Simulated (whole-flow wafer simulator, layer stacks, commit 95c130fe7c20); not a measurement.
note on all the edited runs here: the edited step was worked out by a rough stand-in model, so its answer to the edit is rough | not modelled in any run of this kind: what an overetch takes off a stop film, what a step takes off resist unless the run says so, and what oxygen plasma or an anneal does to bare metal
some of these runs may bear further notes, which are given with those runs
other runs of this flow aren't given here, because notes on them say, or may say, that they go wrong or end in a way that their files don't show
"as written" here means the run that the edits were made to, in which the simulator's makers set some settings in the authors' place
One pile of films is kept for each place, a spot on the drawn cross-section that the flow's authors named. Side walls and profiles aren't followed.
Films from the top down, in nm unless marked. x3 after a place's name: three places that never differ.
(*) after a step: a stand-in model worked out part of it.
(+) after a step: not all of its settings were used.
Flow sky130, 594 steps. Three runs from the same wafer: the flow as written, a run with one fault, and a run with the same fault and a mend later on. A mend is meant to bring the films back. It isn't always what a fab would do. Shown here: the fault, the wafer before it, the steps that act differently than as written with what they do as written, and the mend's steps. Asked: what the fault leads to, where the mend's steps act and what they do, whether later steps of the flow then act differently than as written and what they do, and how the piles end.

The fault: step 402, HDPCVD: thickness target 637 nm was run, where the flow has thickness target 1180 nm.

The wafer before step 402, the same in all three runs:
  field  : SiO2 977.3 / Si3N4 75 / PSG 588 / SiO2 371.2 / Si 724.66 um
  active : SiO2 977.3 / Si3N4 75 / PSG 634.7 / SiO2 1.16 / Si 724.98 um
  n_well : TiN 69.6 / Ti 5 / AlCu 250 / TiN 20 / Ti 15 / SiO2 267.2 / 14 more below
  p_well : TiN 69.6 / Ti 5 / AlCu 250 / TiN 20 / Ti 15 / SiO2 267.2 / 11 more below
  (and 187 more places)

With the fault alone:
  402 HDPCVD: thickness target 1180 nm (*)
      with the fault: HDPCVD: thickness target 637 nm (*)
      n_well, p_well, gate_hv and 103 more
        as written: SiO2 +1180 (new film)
        with the fault: SiO2 +637 (new film)
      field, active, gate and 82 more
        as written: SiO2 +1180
        with the fault: SiO2 +637
  Later steps of the flow that act differently than as written (22 more steps differ only slightly, by at most 2% or 0.5 nm, whichever is larger, and aren't shown):
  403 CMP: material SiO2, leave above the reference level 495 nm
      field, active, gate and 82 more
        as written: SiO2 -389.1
        with the fault: nothing
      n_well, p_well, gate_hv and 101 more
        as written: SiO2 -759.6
        with the fault: SiO2 -216.6
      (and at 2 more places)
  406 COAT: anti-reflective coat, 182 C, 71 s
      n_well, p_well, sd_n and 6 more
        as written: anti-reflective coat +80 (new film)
        with the fault: anti-reflective coat +3 (new film)
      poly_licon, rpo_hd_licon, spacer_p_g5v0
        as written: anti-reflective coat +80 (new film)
        with the fault: anti-reflective coat +70.5 (new film)
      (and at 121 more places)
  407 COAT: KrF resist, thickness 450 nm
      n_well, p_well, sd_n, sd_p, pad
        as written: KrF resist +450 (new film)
        with the fault: KrF resist +371.4 (new film)
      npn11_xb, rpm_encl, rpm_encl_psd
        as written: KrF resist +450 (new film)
        with the fault: KrF resist +432 (new film)
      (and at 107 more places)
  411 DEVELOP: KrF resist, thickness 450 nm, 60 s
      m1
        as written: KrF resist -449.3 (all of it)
        with the fault: KrF resist -419.7 (all of it)
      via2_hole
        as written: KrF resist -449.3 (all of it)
        with the fault: KrF resist -384.7 (all of it)
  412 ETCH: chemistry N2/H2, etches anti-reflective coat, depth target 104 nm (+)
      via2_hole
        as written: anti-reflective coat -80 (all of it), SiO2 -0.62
        with the fault: anti-reflective coat -11.1 (all of it)
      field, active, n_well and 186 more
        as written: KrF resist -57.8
        with the fault: KrF resist -7.65
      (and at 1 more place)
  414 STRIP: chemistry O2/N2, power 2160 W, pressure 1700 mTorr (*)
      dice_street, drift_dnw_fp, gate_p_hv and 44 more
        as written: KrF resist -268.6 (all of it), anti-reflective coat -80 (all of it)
        with the fault: KrF resist -318.8 (all of it), anti-reflective coat -80 (all of it)
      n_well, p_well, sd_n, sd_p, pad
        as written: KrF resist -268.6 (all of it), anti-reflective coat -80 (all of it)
        with the fault: KrF resist -240.3 (all of it), anti-reflective coat -3 (all of it)
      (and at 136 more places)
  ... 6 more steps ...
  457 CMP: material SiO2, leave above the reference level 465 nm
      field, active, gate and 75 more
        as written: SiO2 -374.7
        with the fault: SiO2 -393.2
  At the end the piles differ from the flow's by more than 2% or 0.5 nm, whichever is larger, at field, active, gate and 85 more.
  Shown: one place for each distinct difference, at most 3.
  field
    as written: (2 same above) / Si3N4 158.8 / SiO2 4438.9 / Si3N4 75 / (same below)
    with the fault: (2 same above) / Si3N4 158.8 / SiO2 2681.9 / W 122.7 / TiN 20 / SiO2 1614.3 / Si3N4 75 / (same below)
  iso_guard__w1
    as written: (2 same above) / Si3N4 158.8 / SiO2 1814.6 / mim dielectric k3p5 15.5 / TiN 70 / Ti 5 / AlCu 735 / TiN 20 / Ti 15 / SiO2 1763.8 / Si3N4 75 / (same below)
    with the fault: (2 same above) / Si3N4 158.8 / SiO2 1815.2 / mim dielectric k3p5 15.5 / TiN 70 / Ti 5 / AlCu 735 / TiN 20 / Ti 15 / W 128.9 / TiN 20 / SiO2 1614.3 / Si3N4 75 / (same below)
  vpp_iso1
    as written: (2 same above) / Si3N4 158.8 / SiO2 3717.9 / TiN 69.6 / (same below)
    with the fault: (2 same above) / Si3N4 158.8 / SiO2 2681.9 / W 122.7 / TiN 20 / SiO2 893.3 / TiN 69.6 / (same below)

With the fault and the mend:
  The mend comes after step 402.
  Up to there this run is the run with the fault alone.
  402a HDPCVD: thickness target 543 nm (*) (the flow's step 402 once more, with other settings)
      field, active, n_well and 188 more
        SiO2 +543
  No later step of the flow acts differently than as written, at any place that is followed, by more than 2% or 0.5 nm, whichever is larger.
  At the end the piles are the same as the flow's at every place that both follow.
